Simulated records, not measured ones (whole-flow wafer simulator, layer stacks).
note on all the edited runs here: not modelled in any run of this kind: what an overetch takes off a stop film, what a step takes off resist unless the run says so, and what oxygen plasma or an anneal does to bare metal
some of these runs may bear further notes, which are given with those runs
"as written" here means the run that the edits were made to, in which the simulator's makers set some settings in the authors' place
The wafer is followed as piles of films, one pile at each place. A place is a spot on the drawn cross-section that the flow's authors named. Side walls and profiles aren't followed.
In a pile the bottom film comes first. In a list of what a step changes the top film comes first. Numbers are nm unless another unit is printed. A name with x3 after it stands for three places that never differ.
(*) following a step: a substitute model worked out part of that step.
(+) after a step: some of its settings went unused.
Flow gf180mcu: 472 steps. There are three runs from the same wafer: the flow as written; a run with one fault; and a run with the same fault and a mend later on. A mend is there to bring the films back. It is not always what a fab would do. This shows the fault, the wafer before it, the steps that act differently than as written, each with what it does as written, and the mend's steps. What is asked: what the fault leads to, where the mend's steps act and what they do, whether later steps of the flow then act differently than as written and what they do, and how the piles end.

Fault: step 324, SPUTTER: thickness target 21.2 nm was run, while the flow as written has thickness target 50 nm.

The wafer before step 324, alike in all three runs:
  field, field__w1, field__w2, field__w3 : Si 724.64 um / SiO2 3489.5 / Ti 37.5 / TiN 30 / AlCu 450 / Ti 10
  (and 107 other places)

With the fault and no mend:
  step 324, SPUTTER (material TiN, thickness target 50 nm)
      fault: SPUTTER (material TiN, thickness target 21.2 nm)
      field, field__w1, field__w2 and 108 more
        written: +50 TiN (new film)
        fault: +21.2 TiN (new film)
  Steps further on in the flow that do not act as written (2 other steps are not shown; they differ only slightly, by no more than 2% or 0.5 nm, whichever is larger):
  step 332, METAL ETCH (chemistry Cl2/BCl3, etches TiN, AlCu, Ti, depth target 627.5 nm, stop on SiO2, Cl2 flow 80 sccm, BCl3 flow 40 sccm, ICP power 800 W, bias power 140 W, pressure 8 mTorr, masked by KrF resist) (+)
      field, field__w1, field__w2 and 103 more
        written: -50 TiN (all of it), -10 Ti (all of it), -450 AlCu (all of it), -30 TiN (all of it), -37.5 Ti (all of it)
        fault: -21.2 TiN (all of it), -10 Ti (all of it), -450 AlCu (all of it), -30 TiN (all of it), -37.5 Ti (all of it)
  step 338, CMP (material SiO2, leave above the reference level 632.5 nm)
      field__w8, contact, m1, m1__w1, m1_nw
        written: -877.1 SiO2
        fault: -848.3 SiO2
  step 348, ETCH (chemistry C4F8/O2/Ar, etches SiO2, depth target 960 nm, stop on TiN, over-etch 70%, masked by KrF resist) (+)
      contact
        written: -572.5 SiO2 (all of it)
        fault: -601.3 SiO2 (all of it)
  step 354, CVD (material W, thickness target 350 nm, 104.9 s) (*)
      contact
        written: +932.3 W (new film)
        fault: +961.4 W (new film)
  By the end, the piles at field__w8, contact, m1, m1__w1, m1_nw depart from the flow's by more than 2% or 0.5 nm, whichever is larger.
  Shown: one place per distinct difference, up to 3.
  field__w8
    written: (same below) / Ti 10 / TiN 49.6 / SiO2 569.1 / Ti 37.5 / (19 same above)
    fault: (same below) / Ti 10 / TiN 20.8 / SiO2 597.9 / Ti 37.5 / (19 same above)
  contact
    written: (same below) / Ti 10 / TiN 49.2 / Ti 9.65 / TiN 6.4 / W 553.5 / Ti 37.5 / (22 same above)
    fault: (same below) / Ti 10 / TiN 20.4 / Ti 9.49 / TiN 6.3 / W 582.6 / Ti 37.5 / (22 same above)

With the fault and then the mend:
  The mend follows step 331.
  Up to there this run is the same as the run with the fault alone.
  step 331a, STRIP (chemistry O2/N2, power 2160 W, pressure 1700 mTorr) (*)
      field__w8, contact, m1, m1__w1, m1_nw
        -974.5 KrF resist (all of it)
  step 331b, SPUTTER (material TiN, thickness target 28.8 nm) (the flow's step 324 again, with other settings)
      field, field__w1, field__w2 and 108 more
        +28.8 TiN
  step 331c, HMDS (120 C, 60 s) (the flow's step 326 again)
      leaves every film unchanged at each place that is followed
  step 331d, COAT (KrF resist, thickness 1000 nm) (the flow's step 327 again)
      field, field__w1, field__w2 and 108 more
        +1000 KrF resist (new film)
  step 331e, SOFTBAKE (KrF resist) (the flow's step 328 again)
      leaves every film unchanged at each place that is followed
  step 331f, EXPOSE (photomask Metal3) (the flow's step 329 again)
      leaves every film unchanged at each place that is followed
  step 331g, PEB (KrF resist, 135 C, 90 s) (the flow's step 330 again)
      field, field__w1, field__w2 and 108 more
        -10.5 KrF resist
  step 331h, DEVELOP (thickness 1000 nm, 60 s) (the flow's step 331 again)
      field, field__w1, field__w2 and 103 more
        -989.5 KrF resist (all of it)
      field__w8, contact, m1, m1__w1, m1_nw
        -14.9 KrF resist
  Every later step of the flow that is run acts as written at every place that is followed.
  At every place that both follow, the piles at the end match the flow's.
